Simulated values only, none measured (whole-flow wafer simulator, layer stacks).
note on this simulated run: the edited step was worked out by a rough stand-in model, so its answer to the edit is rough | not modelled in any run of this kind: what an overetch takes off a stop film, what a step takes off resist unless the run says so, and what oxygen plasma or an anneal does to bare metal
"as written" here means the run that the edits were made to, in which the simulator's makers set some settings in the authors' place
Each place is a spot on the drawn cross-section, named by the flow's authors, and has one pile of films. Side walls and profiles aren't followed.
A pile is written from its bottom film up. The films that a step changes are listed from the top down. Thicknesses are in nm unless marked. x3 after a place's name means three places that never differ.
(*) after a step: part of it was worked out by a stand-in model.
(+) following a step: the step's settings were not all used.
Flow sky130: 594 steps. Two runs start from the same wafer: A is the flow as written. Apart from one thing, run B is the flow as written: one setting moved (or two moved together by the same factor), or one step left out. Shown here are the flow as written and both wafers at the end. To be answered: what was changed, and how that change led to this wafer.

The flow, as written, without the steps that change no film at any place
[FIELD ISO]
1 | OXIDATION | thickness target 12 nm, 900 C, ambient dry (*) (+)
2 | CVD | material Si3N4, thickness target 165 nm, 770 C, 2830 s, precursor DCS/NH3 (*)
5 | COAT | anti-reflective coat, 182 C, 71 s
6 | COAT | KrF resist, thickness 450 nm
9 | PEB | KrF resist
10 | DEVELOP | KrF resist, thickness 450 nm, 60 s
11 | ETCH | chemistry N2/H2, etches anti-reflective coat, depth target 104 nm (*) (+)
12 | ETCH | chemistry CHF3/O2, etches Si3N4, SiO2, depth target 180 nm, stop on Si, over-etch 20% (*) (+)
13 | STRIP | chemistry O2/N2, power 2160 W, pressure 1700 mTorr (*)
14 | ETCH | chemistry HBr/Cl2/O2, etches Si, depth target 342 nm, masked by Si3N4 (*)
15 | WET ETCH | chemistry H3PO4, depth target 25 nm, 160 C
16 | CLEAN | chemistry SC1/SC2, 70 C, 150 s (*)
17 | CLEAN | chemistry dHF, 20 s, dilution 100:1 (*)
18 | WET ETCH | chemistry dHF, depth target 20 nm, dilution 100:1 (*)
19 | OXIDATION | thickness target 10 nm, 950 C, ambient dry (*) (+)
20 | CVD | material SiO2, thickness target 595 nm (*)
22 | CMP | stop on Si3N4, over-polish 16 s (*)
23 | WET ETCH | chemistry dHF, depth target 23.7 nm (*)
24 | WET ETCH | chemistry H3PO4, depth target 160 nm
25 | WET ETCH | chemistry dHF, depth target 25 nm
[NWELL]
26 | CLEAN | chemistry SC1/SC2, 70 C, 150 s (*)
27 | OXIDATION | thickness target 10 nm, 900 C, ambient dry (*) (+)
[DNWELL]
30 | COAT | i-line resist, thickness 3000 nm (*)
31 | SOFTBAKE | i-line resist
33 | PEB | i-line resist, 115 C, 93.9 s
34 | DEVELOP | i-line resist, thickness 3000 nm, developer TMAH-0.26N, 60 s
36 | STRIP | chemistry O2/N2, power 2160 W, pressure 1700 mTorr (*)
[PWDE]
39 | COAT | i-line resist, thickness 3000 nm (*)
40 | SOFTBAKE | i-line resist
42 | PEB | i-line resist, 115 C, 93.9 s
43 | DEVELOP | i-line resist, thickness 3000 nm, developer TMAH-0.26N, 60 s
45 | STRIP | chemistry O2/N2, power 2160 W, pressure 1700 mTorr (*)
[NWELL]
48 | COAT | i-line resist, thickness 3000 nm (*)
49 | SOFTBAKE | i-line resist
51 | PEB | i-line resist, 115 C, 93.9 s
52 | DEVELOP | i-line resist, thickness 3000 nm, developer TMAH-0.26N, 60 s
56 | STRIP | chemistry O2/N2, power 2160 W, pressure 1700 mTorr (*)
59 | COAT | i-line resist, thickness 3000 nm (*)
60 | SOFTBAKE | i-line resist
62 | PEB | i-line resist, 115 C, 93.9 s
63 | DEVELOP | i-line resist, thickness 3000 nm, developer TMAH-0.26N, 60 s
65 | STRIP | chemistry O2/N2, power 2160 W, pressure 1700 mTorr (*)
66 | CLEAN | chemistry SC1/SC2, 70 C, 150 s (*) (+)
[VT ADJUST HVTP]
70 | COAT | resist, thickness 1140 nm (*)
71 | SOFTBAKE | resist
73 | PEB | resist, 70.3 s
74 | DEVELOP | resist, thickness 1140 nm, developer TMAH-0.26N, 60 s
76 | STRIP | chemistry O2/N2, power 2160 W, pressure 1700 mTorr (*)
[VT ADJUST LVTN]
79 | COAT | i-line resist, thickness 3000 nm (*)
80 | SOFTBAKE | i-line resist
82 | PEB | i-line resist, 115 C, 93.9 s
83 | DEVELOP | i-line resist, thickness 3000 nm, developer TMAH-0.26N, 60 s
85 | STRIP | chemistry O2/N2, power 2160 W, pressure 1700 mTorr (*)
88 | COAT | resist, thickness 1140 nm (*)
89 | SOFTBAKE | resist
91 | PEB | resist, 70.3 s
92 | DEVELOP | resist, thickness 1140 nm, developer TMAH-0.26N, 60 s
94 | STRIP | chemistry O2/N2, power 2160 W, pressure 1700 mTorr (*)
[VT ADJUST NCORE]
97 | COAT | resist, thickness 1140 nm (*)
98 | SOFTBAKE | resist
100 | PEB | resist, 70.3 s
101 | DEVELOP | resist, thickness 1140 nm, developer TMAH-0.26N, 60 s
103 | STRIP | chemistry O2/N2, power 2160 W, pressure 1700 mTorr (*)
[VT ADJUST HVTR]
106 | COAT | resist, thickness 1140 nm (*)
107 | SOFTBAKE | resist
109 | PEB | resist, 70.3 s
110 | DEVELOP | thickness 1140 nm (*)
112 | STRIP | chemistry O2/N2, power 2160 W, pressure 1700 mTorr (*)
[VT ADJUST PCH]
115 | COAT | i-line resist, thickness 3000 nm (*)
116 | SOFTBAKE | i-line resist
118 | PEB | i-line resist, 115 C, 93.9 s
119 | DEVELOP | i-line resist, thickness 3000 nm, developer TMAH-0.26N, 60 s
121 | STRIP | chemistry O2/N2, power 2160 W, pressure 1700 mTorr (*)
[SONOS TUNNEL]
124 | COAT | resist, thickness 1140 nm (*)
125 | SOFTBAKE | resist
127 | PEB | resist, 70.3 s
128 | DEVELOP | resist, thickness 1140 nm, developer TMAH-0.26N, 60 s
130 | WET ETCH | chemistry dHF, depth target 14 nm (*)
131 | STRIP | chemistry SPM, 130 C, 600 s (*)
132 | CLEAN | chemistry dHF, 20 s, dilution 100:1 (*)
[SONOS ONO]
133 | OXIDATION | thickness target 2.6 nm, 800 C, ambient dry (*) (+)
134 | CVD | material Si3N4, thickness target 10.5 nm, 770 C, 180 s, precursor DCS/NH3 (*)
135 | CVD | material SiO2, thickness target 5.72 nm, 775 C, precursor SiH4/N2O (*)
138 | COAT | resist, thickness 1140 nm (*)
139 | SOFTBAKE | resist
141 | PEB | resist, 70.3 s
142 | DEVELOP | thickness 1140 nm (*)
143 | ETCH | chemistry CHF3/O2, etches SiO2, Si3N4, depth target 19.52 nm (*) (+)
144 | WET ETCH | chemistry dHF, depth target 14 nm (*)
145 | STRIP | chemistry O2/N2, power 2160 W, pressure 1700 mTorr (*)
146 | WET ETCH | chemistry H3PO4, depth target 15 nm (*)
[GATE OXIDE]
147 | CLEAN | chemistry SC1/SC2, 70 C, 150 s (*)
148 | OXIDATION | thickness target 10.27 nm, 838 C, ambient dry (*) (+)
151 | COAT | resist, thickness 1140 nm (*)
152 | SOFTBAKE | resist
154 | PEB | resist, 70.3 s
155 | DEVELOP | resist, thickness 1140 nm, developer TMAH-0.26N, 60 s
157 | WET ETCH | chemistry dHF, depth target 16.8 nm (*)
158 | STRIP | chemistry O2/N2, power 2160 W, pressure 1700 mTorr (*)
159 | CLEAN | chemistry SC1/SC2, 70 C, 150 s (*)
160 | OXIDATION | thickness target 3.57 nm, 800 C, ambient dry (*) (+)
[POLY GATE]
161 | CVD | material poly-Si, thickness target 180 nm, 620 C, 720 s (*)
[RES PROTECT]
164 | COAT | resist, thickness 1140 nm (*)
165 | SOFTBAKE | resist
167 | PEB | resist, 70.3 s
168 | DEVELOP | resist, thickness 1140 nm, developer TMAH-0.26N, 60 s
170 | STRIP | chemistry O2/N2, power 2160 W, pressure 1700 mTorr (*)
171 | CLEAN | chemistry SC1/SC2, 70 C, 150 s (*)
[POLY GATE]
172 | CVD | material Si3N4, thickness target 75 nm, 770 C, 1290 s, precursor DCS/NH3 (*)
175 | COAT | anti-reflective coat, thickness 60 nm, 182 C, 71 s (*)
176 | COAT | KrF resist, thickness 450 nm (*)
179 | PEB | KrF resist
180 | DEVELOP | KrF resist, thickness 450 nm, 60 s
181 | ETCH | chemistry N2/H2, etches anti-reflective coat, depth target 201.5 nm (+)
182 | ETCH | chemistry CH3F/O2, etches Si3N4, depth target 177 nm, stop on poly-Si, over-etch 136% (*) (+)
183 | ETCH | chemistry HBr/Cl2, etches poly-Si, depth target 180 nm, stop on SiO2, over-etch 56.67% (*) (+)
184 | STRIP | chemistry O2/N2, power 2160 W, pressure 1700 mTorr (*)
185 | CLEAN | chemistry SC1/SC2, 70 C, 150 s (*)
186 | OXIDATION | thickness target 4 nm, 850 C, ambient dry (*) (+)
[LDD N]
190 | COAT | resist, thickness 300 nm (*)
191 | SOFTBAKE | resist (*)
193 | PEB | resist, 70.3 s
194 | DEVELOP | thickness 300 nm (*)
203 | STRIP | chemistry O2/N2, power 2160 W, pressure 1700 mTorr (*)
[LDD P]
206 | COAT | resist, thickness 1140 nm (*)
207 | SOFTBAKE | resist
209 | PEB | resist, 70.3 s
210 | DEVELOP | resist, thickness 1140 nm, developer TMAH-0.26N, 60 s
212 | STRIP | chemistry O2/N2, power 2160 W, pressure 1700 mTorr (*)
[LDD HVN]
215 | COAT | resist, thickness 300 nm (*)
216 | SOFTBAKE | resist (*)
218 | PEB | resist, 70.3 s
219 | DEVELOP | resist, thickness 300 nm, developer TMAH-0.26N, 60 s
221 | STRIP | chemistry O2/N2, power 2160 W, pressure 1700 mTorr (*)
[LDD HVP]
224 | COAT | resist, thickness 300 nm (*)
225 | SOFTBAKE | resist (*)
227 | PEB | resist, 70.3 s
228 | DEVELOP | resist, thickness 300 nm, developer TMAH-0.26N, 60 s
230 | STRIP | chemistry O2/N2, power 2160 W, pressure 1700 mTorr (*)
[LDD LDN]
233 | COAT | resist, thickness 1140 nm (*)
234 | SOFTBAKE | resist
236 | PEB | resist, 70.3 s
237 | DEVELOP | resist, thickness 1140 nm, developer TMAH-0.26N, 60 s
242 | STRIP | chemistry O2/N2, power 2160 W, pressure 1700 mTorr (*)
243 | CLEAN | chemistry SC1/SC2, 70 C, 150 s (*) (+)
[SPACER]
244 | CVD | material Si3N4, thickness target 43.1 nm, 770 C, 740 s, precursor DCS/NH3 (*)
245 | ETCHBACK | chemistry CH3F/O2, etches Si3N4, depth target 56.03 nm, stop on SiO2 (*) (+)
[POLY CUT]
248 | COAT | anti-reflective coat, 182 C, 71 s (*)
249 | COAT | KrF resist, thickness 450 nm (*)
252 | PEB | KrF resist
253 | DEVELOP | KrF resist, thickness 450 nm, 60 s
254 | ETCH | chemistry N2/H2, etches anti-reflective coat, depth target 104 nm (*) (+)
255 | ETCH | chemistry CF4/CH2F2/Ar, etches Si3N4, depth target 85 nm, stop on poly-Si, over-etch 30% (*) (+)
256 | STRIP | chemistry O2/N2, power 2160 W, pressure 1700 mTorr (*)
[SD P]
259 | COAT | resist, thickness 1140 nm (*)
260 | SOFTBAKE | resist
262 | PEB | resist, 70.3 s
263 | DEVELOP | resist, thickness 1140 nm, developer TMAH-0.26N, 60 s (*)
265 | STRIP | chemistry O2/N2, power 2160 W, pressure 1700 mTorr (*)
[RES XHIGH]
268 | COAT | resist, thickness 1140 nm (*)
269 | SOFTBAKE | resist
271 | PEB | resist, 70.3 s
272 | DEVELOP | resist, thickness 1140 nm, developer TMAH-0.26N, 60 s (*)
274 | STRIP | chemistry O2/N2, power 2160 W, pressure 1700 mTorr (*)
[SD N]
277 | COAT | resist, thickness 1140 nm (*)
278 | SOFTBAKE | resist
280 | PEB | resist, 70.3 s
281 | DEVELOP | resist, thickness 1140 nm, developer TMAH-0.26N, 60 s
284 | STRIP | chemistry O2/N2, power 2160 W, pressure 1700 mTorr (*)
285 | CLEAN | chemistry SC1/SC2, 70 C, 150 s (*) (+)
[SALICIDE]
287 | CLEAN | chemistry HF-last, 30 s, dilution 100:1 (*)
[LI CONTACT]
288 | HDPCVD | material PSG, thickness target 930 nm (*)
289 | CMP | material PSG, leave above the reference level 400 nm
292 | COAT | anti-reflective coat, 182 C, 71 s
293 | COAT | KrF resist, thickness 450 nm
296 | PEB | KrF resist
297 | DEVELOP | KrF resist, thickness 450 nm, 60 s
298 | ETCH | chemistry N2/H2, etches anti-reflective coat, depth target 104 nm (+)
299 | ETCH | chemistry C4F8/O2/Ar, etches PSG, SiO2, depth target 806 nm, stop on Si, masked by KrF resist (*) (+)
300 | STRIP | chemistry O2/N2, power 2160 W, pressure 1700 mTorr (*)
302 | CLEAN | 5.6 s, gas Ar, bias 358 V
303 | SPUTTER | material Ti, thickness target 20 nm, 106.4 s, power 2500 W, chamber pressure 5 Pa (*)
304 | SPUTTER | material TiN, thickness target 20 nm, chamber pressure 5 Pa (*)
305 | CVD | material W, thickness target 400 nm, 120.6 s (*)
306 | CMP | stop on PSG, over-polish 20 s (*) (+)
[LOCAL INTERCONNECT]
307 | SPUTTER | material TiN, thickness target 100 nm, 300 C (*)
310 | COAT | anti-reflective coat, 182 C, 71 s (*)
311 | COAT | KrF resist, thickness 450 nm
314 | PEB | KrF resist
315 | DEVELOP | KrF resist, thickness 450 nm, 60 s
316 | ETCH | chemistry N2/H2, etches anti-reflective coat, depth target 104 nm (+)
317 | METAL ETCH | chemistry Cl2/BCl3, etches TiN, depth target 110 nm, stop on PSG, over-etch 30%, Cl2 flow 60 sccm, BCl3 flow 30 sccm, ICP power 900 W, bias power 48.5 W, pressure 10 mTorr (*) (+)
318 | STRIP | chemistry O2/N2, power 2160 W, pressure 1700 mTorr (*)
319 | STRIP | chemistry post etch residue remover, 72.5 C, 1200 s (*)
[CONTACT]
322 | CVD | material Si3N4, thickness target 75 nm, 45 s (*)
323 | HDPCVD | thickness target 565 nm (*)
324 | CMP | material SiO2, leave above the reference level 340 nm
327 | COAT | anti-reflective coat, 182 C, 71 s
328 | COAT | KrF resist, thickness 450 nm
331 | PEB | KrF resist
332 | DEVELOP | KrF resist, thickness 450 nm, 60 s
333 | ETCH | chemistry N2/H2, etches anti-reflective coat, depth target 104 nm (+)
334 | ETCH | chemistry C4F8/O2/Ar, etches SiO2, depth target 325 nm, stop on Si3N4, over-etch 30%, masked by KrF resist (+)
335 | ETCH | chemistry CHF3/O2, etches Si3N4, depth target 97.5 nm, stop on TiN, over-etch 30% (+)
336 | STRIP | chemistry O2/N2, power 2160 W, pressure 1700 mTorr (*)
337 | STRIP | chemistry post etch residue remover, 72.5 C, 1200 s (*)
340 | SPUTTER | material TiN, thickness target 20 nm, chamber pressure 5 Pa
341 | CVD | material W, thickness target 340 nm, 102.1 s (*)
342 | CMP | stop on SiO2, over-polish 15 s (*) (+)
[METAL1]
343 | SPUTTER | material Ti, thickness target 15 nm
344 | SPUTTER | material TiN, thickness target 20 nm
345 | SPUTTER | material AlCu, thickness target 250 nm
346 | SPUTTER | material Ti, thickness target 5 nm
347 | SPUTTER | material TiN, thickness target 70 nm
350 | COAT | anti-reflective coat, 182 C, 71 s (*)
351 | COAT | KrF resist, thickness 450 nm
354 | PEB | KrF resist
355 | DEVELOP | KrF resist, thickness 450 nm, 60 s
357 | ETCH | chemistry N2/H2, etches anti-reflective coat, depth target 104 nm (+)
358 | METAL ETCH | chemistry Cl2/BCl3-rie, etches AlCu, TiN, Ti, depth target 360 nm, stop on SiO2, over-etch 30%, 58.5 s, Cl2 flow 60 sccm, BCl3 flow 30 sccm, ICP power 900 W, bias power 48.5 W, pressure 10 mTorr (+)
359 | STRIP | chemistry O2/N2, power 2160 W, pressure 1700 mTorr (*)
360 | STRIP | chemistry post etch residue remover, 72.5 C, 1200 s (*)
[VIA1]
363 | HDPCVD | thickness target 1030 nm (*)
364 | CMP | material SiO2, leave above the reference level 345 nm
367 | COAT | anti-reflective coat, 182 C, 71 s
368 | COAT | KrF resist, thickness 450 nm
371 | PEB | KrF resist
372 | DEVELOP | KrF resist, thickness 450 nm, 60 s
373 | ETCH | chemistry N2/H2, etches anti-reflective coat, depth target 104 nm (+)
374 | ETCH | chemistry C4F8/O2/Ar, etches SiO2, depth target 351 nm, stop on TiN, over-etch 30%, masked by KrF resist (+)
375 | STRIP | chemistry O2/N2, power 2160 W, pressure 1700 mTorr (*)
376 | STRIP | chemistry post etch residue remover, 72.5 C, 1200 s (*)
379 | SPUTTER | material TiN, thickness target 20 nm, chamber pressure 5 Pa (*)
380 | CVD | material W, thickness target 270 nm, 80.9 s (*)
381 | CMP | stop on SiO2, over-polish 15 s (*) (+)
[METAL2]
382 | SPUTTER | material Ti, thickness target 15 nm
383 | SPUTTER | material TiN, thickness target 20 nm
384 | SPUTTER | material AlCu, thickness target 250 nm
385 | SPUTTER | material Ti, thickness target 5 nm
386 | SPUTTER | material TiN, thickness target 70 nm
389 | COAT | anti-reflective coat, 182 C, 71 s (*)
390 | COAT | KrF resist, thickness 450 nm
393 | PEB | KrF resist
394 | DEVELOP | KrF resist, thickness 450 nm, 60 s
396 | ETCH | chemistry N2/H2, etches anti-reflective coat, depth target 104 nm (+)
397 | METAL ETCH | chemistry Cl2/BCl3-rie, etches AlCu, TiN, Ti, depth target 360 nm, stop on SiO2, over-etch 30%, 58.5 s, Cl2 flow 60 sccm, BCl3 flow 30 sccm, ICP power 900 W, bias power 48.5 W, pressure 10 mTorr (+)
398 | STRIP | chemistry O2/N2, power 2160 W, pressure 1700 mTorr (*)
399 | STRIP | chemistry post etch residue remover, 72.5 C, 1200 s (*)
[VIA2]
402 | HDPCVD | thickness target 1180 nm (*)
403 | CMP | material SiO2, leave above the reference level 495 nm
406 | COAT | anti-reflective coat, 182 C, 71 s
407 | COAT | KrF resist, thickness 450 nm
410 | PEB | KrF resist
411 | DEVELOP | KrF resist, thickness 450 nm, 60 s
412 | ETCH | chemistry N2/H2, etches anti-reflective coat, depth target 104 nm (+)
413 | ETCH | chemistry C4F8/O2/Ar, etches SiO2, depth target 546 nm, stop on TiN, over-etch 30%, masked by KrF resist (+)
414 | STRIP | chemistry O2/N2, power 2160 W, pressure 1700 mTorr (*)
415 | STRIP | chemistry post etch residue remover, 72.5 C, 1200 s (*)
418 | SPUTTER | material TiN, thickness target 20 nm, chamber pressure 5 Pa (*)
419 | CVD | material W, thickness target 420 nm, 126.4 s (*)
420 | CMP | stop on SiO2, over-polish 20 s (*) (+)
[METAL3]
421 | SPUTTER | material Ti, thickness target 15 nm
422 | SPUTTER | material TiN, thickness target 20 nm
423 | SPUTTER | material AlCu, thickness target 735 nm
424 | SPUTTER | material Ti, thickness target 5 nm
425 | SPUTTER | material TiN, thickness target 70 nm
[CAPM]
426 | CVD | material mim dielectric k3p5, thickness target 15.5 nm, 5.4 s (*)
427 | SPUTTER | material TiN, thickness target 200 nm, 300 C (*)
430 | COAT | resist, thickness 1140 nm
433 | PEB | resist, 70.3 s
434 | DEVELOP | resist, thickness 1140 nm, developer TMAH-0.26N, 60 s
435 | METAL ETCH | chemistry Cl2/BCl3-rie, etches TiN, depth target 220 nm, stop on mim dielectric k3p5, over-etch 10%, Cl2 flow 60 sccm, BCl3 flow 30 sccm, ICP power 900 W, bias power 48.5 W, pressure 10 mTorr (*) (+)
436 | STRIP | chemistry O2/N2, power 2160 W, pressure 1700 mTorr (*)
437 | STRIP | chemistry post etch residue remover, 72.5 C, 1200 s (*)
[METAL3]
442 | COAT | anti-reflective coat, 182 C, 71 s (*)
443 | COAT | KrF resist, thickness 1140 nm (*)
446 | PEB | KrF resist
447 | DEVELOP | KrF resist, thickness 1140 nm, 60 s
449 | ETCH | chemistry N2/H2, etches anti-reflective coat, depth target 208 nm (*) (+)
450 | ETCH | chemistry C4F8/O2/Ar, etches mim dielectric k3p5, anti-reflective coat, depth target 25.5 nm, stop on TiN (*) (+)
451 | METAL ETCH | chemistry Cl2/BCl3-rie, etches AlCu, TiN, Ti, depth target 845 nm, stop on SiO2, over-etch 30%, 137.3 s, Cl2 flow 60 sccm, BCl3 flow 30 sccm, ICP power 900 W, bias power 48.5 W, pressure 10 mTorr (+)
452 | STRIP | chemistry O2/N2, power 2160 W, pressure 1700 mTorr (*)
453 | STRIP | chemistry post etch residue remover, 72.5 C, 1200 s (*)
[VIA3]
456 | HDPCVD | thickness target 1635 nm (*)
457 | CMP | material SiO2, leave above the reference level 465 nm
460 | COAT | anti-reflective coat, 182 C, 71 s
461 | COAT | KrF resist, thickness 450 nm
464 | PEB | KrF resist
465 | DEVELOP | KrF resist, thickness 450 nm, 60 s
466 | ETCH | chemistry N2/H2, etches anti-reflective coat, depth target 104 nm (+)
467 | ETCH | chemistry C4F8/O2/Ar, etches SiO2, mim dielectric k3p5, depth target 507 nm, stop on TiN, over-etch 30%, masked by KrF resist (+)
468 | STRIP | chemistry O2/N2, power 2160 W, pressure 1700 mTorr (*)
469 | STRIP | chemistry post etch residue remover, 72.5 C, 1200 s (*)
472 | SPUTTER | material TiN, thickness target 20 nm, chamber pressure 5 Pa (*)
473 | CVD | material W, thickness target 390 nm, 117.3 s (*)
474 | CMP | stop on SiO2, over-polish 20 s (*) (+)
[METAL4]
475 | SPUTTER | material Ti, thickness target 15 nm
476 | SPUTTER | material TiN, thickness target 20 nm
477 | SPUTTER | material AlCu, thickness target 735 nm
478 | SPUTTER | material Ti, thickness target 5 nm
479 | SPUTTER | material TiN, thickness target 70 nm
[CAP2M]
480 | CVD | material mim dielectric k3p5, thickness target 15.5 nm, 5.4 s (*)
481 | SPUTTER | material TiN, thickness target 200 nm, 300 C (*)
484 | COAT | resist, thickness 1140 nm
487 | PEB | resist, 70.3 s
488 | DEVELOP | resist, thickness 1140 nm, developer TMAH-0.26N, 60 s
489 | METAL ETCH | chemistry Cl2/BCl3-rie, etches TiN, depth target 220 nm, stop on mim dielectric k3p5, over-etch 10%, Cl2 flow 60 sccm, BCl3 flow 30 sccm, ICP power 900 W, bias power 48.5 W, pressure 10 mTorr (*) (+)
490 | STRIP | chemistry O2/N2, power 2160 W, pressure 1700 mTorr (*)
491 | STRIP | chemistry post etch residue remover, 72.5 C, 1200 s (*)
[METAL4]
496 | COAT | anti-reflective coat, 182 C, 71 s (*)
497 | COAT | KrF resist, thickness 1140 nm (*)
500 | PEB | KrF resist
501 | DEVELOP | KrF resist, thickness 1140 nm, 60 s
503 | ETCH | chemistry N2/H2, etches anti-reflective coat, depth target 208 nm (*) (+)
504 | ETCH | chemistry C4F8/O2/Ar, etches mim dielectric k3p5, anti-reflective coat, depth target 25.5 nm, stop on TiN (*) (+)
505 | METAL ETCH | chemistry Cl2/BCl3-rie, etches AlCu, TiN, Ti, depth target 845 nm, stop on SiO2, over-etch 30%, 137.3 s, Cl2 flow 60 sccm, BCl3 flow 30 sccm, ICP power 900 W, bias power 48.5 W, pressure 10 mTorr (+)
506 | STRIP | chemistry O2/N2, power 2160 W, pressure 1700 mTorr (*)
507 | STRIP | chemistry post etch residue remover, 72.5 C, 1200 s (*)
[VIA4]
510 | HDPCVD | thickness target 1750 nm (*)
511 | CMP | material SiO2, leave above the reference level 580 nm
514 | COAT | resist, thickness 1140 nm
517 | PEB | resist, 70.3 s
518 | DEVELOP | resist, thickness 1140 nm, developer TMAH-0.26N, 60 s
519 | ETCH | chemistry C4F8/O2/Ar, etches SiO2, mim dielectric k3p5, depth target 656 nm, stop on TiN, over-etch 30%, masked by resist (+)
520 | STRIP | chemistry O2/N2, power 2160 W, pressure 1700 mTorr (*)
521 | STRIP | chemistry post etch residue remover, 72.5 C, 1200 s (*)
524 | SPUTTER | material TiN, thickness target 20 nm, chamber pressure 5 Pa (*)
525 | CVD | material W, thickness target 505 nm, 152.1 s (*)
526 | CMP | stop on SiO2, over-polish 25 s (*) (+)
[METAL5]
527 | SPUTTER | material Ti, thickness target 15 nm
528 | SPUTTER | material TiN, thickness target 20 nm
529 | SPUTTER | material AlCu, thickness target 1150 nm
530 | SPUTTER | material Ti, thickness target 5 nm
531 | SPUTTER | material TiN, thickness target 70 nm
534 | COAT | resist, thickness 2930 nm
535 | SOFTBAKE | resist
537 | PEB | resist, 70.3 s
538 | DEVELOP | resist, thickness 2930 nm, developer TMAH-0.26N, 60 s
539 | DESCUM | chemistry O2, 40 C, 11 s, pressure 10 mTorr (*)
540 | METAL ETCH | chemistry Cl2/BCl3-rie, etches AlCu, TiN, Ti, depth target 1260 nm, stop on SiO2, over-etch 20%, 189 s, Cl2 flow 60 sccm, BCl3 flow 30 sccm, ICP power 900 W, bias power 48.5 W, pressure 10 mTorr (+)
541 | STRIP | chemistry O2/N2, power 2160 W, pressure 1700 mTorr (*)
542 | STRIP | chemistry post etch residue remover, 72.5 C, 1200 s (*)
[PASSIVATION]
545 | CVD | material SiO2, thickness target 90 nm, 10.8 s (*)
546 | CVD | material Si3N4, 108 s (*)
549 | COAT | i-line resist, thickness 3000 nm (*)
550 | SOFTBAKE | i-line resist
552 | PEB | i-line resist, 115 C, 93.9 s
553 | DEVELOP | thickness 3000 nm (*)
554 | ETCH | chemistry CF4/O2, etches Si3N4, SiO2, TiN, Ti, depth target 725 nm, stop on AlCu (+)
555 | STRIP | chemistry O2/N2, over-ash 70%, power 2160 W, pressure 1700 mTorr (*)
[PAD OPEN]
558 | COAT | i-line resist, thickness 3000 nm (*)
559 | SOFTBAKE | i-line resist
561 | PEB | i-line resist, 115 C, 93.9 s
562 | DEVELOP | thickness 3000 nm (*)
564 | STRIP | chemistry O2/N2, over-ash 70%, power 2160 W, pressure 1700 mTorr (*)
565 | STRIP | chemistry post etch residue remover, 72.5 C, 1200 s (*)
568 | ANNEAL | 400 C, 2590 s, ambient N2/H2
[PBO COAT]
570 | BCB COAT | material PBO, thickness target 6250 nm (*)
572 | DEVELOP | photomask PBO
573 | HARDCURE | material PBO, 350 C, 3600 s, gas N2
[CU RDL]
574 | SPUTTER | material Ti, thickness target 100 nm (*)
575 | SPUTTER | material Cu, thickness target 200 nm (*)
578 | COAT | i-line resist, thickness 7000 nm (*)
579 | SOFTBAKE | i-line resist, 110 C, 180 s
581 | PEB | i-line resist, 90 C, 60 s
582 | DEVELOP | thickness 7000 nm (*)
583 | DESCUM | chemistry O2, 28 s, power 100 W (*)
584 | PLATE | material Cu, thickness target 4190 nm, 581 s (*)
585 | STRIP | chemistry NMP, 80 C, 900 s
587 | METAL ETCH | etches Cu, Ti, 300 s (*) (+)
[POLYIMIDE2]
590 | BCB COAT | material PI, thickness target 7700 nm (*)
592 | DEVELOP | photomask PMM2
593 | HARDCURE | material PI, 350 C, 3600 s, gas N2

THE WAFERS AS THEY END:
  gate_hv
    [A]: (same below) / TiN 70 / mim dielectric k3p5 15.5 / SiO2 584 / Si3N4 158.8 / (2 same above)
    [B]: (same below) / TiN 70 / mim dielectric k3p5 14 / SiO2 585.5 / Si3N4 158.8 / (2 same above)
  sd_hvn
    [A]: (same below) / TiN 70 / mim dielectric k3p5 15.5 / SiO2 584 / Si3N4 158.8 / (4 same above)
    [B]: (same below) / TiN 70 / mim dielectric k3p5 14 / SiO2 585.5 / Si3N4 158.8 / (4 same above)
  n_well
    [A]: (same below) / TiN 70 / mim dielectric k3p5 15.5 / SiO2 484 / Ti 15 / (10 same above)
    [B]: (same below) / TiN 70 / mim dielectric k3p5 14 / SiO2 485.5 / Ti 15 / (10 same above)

What caused this: step 480, CVD: thickness target 14 nm was run, though the flow has thickness target 15.5 nm; step 480, CVD: 4.86 s was run, where the flow has 5.4 s.
The wafer lets one read it off: gate_hv has mim dielectric k3p5 14, and step 480 as written asks for 15.5 nm.

Step by step, how the change led to this:
  480 | CVD | material mim dielectric k3p5, thickness target 15.5 nm, 5.4 s (*)
      field, active, n_well and 189 more: A +15.5 mim dielectric k3p5 (new film) | B +14 mim dielectric k3p5 (new film)
  504 | ETCH | chemistry C4F8/O2/Ar, etches mim dielectric k3p5, anti-reflective coat, depth target 25.5 nm, stop on TiN (*) (+)
      n_well, p_well, gate_hv and 102 more: A -15.5 KrF resist | B -14 KrF resist
      field, active, gate and 85 more: A -15.5 mim dielectric k3p5 (all of it) | B -14 mim dielectric k3p5 (all of it)
  519 | ETCH | chemistry C4F8/O2/Ar, etches SiO2, mim dielectric k3p5, depth target 656 nm, stop on TiN, over-etch 30%, masked by resist (+)
      m1: A -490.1 SiO2 (all of it), -15.5 mim dielectric k3p5 (all of it) | B -491.6 SiO2 (all of it), -14 mim dielectric k3p5 (all of it)
      via4_hole: A -489.5 SiO2 (all of it), -15.5 mim dielectric k3p5 (all of it) | B -491 SiO2 (all of it), -14 mim dielectric k3p5 (all of it)
